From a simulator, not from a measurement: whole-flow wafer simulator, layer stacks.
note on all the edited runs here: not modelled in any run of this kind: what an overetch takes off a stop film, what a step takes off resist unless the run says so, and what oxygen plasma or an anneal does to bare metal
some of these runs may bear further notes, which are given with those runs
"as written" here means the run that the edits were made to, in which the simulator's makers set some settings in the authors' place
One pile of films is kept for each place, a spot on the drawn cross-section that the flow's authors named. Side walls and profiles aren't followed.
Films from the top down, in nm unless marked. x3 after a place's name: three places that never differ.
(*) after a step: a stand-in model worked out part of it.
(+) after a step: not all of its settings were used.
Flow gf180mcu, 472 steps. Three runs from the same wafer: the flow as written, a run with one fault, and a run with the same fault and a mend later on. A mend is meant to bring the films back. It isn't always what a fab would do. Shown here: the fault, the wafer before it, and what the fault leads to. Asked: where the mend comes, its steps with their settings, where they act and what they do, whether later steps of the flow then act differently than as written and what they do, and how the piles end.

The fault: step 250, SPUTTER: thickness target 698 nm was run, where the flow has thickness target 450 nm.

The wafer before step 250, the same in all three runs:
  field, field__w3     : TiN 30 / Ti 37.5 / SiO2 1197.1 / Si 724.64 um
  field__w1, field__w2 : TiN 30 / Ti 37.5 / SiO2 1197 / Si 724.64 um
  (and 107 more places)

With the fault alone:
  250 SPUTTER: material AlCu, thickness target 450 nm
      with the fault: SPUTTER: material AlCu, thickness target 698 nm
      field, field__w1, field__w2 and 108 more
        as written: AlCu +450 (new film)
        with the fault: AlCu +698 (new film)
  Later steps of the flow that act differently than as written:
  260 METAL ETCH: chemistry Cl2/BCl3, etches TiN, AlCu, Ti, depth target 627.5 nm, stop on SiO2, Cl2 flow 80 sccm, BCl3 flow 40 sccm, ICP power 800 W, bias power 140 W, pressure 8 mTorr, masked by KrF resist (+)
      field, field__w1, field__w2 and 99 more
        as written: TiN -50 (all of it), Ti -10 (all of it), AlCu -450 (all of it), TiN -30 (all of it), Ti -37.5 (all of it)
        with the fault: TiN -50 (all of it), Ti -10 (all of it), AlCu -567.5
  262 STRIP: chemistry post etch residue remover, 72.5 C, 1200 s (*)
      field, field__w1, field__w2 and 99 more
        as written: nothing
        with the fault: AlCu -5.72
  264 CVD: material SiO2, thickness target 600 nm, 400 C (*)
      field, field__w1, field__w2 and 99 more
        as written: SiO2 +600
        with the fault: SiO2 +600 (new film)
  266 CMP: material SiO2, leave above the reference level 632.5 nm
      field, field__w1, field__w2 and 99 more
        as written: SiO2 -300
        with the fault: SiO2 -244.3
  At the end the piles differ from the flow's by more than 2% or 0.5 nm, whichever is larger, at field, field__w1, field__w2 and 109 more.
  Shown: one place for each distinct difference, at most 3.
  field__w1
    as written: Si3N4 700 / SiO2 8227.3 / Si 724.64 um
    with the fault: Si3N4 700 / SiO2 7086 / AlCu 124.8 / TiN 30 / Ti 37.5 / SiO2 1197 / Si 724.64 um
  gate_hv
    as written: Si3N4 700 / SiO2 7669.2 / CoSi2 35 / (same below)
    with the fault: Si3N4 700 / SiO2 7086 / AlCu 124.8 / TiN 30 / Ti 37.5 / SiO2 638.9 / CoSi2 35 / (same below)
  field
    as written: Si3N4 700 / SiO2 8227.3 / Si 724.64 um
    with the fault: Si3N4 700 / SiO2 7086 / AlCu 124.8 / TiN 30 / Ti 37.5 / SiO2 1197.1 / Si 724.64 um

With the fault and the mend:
  The mend comes after step 250.
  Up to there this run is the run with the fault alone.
  250a METAL ETCH: chemistry Cl2/BCl3, etches TiN, AlCu, Ti, depth target 248 nm, Cl2 flow 80 sccm, BCl3 flow 40 sccm, ICP power 800 W, bias power 140 W, pressure 8 mTorr
      field, field__w1, field__w2 and 108 more
        AlCu -248
  No later step of the flow acts differently than as written at any place that is followed.
  At the end the piles are the same as the flow's at every place that both follow.
